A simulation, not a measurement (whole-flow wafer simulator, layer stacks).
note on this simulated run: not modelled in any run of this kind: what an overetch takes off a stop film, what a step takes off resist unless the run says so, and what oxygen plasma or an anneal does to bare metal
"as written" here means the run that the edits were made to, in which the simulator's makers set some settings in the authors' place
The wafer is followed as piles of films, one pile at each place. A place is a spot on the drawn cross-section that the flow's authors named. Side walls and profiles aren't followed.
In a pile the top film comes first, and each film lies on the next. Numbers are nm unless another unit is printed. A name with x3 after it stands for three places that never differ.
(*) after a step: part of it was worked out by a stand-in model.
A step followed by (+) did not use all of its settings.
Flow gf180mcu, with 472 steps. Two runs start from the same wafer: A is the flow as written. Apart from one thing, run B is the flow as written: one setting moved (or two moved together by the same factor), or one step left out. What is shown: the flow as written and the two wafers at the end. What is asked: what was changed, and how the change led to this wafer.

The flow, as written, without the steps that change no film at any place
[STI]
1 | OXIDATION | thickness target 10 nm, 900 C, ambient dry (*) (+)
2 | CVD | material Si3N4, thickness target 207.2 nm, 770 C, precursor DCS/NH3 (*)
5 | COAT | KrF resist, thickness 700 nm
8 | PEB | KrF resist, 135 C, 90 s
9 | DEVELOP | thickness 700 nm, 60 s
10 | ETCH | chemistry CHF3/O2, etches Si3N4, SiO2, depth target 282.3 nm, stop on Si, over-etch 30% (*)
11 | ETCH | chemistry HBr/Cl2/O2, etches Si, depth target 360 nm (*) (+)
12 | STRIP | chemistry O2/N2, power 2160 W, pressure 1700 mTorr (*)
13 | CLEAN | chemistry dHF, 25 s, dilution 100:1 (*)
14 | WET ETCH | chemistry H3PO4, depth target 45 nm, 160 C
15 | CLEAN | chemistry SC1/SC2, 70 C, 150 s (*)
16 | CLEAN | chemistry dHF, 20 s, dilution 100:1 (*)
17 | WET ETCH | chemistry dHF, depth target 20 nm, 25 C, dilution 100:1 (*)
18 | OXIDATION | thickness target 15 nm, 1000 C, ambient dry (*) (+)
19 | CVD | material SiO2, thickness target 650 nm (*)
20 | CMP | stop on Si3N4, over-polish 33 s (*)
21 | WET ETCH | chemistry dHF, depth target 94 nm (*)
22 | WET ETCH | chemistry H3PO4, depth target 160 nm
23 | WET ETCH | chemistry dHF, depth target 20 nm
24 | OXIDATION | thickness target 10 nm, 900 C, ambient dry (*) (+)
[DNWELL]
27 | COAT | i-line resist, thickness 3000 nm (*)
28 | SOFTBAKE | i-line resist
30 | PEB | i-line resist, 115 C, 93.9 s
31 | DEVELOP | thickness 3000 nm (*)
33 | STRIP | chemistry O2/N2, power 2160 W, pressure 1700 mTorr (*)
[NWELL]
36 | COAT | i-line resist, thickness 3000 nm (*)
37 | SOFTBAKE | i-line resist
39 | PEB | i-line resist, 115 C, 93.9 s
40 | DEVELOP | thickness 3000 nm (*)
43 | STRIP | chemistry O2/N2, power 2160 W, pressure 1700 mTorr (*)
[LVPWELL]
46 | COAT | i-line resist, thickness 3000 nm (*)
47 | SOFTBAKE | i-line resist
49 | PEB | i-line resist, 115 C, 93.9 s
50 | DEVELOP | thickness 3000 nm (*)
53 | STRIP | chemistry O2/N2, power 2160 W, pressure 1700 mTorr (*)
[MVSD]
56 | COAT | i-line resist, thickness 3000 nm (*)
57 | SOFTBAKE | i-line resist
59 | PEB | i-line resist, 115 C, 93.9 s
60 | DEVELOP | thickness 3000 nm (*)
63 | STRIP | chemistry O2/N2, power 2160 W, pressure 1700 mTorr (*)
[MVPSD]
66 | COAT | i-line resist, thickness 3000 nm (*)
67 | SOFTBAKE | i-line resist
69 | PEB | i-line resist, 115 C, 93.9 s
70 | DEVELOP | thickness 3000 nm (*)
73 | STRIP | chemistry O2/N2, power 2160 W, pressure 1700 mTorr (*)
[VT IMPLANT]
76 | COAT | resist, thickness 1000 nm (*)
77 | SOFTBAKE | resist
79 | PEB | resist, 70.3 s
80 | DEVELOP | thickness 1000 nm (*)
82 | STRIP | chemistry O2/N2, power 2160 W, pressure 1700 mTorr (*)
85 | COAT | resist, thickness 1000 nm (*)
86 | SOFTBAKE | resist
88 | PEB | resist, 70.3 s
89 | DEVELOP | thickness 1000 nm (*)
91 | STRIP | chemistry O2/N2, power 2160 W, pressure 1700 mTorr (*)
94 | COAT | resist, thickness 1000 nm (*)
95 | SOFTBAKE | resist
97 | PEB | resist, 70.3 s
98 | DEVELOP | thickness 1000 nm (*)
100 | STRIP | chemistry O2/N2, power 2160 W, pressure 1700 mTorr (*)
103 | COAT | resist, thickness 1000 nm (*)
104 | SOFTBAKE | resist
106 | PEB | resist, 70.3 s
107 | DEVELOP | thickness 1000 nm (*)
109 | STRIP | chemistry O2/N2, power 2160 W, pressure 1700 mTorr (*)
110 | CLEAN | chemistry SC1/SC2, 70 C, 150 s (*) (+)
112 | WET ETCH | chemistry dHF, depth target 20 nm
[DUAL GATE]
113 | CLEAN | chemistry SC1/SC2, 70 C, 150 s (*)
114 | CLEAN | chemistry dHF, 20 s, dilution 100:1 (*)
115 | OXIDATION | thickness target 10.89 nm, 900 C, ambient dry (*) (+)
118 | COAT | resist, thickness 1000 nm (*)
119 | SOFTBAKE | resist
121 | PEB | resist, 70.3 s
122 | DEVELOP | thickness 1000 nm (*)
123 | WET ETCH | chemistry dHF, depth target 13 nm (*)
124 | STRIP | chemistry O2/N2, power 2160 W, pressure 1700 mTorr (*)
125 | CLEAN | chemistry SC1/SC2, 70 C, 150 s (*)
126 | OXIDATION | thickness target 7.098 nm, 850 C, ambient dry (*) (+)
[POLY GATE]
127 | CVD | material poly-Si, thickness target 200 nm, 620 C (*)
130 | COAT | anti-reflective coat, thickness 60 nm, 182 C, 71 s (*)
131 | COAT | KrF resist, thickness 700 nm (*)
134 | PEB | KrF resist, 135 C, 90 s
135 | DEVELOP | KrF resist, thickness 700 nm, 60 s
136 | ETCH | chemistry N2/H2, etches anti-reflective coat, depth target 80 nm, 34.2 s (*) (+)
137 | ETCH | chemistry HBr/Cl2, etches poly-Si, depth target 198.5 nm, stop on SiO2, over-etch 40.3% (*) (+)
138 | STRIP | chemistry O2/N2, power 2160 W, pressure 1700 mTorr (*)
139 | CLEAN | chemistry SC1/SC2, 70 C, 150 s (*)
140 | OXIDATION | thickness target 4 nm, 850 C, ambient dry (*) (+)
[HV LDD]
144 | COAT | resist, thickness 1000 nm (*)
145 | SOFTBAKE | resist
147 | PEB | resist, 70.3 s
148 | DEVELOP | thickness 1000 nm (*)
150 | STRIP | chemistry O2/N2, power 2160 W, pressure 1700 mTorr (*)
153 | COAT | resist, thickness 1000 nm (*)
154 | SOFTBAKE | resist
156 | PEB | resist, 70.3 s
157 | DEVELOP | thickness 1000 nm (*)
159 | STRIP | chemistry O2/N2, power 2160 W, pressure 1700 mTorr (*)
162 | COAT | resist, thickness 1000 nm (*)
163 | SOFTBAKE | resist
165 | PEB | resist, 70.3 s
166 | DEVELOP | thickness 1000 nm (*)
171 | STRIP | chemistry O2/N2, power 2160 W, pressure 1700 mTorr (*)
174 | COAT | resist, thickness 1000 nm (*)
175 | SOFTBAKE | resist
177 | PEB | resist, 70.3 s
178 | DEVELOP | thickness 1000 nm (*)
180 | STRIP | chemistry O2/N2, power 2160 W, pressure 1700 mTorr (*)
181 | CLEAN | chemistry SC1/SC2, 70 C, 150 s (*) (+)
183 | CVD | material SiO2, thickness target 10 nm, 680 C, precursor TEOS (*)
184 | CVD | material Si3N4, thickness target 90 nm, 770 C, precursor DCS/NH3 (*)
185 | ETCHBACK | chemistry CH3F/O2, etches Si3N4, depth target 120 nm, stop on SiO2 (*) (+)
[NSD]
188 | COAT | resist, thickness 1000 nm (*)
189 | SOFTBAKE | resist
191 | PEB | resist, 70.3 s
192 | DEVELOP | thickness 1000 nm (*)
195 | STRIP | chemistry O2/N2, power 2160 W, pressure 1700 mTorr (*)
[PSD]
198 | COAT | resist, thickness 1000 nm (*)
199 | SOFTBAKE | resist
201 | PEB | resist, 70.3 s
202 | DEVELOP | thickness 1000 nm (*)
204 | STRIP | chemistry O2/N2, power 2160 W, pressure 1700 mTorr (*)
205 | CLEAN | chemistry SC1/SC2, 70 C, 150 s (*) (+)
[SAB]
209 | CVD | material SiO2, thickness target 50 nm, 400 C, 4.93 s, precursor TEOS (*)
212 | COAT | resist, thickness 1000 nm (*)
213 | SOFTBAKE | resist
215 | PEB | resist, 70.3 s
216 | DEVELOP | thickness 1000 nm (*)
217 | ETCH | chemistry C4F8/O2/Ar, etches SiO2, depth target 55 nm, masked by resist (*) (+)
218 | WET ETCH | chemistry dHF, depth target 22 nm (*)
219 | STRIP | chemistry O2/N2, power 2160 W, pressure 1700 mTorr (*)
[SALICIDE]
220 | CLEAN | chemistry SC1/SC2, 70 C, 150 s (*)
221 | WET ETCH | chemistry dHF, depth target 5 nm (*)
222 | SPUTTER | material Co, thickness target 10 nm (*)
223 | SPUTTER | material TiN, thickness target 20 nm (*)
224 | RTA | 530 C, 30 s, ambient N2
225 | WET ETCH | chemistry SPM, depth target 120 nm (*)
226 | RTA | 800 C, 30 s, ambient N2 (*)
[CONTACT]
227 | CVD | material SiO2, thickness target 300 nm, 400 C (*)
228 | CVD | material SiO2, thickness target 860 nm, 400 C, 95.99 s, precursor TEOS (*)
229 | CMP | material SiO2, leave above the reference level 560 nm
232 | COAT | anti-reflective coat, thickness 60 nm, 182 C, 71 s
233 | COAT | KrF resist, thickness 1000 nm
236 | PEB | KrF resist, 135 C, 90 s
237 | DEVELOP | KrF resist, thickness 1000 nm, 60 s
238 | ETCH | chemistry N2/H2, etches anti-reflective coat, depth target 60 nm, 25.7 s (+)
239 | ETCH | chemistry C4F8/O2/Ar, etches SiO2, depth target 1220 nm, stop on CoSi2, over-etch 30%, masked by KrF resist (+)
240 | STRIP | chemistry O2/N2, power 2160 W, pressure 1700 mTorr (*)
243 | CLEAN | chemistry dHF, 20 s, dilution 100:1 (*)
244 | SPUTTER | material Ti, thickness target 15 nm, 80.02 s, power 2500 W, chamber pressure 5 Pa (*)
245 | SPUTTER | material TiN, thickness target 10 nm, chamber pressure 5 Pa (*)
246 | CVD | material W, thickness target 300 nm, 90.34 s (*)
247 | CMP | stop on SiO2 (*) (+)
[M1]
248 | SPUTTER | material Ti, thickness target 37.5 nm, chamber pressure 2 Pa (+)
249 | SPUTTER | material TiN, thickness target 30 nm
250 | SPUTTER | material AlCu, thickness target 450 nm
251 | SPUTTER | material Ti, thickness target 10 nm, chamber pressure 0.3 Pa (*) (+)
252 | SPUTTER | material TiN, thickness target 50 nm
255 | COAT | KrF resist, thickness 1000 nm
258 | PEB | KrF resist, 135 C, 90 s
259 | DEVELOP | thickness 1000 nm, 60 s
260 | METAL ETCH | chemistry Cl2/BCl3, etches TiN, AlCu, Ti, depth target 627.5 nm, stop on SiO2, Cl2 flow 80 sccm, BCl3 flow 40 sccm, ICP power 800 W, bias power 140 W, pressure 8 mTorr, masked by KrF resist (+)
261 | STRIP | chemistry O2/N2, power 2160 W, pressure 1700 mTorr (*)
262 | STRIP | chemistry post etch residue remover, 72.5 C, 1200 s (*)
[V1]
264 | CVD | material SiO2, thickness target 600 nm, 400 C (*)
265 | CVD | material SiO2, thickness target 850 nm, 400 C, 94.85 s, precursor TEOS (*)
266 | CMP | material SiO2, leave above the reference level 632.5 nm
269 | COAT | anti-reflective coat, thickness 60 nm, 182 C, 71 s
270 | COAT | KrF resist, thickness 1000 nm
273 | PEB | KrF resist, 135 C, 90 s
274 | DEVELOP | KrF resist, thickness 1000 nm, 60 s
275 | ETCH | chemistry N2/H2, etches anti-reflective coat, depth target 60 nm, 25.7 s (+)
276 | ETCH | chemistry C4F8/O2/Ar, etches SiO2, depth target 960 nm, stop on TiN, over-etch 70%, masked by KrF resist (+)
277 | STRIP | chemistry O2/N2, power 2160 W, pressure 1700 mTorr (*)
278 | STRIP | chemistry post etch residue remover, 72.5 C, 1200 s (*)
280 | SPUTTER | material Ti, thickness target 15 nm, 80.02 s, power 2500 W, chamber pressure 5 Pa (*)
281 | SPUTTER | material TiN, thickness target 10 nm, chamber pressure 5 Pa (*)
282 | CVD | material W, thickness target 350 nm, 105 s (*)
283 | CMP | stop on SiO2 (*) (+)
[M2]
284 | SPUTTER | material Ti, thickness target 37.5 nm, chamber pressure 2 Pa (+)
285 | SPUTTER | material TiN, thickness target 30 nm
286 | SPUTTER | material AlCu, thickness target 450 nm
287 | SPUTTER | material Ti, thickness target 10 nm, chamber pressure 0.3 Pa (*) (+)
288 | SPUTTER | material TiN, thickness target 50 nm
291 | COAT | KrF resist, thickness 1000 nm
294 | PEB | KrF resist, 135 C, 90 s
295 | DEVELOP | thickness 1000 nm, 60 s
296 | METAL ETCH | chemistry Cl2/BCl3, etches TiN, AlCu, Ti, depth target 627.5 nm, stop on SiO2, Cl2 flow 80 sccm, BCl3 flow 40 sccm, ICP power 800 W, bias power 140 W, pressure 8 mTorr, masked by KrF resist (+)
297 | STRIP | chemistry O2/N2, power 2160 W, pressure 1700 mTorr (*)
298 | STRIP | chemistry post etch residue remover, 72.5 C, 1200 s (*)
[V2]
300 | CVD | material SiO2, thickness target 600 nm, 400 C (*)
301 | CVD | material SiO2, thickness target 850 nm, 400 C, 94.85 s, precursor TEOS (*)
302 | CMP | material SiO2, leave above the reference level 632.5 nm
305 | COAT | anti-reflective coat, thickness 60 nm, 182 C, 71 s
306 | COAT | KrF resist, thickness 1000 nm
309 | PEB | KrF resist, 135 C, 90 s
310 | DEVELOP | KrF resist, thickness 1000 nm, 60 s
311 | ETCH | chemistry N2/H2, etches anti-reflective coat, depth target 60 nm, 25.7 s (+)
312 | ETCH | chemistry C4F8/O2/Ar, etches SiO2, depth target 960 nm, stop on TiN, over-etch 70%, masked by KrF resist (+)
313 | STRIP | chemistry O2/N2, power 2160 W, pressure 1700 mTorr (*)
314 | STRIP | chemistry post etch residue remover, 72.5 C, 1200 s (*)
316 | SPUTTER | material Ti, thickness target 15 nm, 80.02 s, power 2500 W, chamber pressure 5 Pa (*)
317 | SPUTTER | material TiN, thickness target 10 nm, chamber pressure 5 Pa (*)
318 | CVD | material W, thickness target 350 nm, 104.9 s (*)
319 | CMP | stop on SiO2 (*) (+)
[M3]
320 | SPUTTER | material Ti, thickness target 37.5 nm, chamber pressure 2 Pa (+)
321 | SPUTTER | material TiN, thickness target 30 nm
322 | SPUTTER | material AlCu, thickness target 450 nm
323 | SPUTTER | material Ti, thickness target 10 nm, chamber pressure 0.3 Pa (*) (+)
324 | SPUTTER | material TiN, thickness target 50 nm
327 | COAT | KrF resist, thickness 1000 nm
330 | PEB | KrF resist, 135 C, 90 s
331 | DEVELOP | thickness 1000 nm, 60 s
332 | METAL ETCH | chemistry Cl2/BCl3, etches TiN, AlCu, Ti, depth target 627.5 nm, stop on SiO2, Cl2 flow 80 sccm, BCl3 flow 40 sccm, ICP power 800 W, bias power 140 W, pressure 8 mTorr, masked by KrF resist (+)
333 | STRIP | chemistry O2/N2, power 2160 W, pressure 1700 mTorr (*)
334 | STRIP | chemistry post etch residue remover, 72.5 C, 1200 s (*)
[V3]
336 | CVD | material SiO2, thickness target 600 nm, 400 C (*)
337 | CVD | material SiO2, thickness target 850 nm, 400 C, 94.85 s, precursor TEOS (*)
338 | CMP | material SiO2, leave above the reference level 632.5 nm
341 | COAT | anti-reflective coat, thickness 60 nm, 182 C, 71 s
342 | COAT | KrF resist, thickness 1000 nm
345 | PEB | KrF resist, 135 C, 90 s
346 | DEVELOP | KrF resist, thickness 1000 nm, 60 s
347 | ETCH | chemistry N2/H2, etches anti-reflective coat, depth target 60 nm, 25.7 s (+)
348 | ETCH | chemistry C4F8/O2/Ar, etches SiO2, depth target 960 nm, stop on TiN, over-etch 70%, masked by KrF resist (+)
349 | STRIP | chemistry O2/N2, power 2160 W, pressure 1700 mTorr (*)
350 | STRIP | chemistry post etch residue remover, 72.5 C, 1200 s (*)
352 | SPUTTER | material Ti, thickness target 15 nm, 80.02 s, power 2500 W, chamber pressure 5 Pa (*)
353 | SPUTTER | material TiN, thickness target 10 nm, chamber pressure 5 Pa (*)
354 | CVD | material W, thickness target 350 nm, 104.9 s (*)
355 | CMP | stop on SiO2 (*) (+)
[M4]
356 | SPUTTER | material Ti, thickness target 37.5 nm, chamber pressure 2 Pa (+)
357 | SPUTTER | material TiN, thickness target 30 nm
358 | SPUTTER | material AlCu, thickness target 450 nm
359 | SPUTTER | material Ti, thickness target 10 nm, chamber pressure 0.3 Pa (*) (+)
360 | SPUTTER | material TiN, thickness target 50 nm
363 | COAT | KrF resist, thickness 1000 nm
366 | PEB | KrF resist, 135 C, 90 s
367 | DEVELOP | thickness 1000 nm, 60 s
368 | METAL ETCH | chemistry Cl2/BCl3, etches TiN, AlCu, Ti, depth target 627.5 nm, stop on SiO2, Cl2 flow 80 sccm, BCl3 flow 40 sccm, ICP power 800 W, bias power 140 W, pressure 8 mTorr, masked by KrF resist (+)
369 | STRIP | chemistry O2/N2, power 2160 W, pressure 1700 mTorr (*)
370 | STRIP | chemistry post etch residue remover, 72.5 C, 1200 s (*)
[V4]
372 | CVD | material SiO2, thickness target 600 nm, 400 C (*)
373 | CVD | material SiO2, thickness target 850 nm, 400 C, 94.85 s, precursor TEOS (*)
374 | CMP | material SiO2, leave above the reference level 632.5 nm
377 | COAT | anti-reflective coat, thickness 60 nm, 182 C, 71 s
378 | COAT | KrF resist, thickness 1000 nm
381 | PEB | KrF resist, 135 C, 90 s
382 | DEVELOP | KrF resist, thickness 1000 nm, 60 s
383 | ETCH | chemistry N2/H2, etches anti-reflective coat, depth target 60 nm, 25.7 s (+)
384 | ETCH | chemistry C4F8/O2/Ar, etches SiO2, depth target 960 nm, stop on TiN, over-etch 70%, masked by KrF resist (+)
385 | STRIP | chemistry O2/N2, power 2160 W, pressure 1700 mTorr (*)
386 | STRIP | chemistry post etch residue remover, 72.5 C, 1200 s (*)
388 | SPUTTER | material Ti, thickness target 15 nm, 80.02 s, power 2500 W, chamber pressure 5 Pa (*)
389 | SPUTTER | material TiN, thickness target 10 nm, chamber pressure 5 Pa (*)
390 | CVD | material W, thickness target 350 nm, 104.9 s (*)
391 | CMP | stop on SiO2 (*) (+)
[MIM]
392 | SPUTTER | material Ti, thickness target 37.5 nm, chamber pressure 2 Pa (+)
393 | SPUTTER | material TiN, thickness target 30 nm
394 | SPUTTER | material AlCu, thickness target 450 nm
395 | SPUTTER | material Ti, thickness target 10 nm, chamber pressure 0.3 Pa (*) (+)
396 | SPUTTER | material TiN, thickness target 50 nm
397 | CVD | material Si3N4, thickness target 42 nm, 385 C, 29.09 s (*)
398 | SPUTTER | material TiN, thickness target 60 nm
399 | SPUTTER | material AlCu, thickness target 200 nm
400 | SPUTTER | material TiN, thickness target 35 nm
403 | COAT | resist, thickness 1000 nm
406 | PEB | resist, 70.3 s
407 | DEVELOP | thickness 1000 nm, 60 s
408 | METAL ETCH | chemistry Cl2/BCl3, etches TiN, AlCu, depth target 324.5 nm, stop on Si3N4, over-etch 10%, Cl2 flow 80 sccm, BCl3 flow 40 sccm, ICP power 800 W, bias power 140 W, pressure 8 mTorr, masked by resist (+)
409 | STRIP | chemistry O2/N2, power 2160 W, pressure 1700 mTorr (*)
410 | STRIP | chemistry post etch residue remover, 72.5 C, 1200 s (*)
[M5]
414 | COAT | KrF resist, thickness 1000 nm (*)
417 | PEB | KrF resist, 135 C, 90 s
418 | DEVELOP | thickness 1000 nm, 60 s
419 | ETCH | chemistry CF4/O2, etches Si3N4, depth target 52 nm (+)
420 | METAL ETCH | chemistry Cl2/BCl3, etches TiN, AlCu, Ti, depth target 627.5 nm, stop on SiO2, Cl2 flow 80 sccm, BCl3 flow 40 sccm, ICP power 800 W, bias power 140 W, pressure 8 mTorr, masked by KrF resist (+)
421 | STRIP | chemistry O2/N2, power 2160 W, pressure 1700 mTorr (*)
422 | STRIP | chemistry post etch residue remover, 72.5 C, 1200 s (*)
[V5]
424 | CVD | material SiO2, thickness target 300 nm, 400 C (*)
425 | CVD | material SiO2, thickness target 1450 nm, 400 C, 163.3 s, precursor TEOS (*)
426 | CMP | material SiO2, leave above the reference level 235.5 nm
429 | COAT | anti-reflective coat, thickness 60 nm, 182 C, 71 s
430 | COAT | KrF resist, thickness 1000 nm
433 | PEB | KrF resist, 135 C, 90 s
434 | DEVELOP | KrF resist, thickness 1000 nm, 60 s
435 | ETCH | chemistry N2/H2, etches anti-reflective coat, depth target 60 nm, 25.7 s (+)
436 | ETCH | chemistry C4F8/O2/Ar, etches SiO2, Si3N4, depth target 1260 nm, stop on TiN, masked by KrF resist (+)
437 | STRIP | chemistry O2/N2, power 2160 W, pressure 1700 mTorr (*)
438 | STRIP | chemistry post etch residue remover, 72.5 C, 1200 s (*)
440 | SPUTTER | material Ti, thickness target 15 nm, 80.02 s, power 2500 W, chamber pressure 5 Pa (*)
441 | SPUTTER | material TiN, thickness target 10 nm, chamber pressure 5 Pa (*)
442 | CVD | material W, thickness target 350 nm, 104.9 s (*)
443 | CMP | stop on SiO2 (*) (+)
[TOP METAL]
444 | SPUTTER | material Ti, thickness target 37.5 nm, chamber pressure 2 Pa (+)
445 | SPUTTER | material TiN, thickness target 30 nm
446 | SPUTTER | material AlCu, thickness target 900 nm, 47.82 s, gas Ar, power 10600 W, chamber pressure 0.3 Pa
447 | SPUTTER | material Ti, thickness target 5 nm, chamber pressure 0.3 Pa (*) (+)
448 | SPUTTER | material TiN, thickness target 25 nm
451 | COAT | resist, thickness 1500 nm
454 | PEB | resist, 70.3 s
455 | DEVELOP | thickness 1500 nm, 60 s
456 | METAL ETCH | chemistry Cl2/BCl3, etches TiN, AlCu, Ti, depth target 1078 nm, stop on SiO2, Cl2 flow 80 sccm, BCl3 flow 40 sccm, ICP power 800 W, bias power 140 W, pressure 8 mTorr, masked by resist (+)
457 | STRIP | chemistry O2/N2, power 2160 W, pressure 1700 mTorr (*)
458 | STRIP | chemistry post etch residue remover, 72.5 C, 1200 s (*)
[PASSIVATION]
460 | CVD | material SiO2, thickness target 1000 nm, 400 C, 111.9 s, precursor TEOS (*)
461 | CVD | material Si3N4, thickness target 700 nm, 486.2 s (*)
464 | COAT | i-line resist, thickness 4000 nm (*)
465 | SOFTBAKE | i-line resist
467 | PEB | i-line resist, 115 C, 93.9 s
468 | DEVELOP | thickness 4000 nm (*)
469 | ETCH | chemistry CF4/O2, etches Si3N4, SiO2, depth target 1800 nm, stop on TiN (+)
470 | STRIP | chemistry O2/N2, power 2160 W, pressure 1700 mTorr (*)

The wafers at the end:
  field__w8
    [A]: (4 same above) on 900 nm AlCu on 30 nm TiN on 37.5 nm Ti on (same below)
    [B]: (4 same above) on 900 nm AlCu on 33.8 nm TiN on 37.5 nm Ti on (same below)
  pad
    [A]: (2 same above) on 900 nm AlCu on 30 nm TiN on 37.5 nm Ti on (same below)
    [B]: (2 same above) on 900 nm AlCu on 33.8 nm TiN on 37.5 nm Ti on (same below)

The reason: step 445, SPUTTER: thickness target 33.8 nm was run, whereas the flow has thickness target 30 nm.
One can read it off the wafer: field__w8 has TiN 33.8, and step 445 as written asks for 30 nm.

Step by step, how the change led to this:
  445 | SPUTTER | material TiN, thickness target 30 nm
      field, field__w1, field__w2 and 109 more: A TiN gains 30 (new film) | B TiN gains 33.8 (new film)
  456 | METAL ETCH | chemistry Cl2/BCl3, etches TiN, AlCu, Ti, depth target 1078 nm, stop on SiO2, Cl2 flow 80 sccm, BCl3 flow 40 sccm, ICP power 800 W, bias power 140 W, pressure 8 mTorr, masked by resist (+)
      field, field__w1, field__w2 and 103 more: A TiN loses 25 (all of it), Ti loses 5 (all of it), AlCu loses 900 (all of it), TiN loses 30 (all of it), Ti loses 37.5 (all of it) | B TiN loses 25 (all of it), Ti loses 5 (all of it), AlCu loses 900 (all of it), TiN loses 33.8 (all of it), Ti loses 37.5 (all of it)
  465 | SOFTBAKE | i-line resist
      gate: A i-line resist gains 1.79 | B i-line resist loses 0.34
      ld_acc_p, ld_fp_p, ld_drift_p: A i-line resist gains 33.8 | B i-line resist gains 27
      (also at 57 further places)
